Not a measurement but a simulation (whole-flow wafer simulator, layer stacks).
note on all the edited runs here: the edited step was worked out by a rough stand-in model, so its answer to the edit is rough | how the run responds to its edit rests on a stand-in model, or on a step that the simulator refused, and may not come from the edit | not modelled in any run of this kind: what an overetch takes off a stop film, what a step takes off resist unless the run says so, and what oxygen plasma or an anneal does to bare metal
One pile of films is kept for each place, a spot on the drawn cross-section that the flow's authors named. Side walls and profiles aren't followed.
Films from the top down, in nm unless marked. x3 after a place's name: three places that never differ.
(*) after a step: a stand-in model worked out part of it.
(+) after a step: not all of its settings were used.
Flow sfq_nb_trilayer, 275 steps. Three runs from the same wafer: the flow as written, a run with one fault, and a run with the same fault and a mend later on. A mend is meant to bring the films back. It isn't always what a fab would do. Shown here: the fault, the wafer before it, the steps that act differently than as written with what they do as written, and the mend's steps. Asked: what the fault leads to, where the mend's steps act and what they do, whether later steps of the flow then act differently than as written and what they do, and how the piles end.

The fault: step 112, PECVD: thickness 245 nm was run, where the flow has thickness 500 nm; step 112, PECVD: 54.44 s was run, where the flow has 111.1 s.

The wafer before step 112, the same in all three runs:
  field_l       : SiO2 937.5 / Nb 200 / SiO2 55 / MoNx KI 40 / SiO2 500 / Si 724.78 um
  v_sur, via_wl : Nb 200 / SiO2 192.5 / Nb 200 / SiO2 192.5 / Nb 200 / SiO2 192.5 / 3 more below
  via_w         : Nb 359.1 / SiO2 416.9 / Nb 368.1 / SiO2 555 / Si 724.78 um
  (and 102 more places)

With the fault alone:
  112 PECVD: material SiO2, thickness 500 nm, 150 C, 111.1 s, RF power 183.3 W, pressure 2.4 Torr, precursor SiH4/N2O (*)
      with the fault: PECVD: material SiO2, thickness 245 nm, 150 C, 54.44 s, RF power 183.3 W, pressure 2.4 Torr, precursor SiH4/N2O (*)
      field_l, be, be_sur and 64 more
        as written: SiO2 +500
        with the fault: SiO2 +245
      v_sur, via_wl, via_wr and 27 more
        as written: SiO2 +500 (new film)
        with the fault: SiO2 +245 (new film)
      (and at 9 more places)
  Later steps of the flow that act differently than as written (23 more steps differ only slightly, by at most 2% or 0.5 nm, whichever is larger, and aren't shown):
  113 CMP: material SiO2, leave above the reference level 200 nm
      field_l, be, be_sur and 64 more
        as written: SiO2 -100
        with the fault: nothing
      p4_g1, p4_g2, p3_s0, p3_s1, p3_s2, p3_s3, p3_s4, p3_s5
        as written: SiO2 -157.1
        with the fault: nothing
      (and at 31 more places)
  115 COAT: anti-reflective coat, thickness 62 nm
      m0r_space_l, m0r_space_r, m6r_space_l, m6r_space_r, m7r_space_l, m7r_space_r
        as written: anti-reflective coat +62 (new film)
        with the fault: anti-reflective coat +80.4 (new film)
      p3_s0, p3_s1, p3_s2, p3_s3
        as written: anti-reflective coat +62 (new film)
        with the fault: anti-reflective coat +106.1 (new film)
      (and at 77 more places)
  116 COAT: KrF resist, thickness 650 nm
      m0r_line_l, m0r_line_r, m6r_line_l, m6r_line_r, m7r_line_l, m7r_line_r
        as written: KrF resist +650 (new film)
        with the fault: KrF resist +680.6 (new film)
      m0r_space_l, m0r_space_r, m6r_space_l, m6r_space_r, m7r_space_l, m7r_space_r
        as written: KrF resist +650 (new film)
        with the fault: KrF resist +669.8 (new film)
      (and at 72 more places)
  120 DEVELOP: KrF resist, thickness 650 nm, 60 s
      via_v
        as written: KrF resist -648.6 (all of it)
        with the fault: KrF resist -592.6 (all of it)
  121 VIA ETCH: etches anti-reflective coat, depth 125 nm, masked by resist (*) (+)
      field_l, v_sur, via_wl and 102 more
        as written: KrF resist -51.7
        with the fault: KrF resist -41.3
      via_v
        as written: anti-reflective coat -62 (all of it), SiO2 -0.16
        with the fault: anti-reflective coat -49.5 (all of it), SiO2 -0.12
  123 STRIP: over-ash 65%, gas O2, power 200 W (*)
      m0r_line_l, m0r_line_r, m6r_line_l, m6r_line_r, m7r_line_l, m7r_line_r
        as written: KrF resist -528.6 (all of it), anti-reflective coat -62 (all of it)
        with the fault: KrF resist -569.6 (all of it), anti-reflective coat -62.2 (all of it)
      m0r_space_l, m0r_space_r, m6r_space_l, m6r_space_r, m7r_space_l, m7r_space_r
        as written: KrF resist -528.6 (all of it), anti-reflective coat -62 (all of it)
        with the fault: KrF resist -558.8 (all of it), anti-reflective coat -80.4 (all of it)
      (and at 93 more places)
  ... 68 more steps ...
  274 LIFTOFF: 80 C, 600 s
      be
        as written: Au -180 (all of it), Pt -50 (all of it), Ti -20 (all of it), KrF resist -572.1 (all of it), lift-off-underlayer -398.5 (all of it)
        with the fault: Au -180 (all of it), Pt -50 (all of it), Ti -20 (all of it), KrF resist -600.4 (all of it), lift-off-underlayer -651.7 (all of it)
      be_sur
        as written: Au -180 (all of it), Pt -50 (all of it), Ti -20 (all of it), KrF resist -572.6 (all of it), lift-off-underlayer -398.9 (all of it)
        with the fault: Au -180 (all of it), Pt -50 (all of it), Ti -20 (all of it), KrF resist -582.5 (all of it), lift-off-underlayer -377 (all of it)
  At the end the piles differ from the flow's by more than 2% or 0.5 nm, whichever is larger, at via_w, be, be_sur and 46 more.
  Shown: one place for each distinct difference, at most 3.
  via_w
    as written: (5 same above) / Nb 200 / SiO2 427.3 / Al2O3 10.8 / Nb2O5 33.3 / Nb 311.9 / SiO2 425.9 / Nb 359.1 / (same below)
    with the fault: (5 same above) / Nb 200 / SiO2 495.5 / Al2O3 10.1 / Nb2O5 34.6 / Nb 110.8 / SiO2 194.6 / Nb 160.5 / SiO2 203.3 / Nb 359.1 / (same below)
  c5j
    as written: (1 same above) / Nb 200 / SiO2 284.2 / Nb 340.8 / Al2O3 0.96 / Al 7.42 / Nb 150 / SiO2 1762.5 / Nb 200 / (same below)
    with the fault: (1 same above) / Nb 200 / SiO2 293.3 / Nb 183.3 / SiO2 33.4 / Nb 170 / Al2O3 0.96 / Al 7.42 / Nb 150 / SiO2 1707.5 / Nb 200 / (same below)
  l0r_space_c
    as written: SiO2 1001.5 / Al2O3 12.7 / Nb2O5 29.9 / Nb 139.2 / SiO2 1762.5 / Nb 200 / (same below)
    with the fault: SiO2 1056.5 / Al2O3 12.7 / Nb2O5 29.9 / Nb 139.2 / SiO2 1707.5 / Nb 200 / (same below)

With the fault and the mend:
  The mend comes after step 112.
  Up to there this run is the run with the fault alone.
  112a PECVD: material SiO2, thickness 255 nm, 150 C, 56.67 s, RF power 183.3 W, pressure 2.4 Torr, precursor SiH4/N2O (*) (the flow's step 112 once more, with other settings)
      field_l, v_sur, via_wl and 102 more
        SiO2 +255
      via_w
        SiO2 +270.6
  Later steps of the flow that act differently than as written:
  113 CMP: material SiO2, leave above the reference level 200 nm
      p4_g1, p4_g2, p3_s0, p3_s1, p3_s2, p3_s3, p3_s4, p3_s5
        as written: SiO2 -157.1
        with the mend: SiO2 -100
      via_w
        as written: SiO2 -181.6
        with the mend: SiO2 -47.9
  At the end the piles are the same as the flow's at every place that both follow.
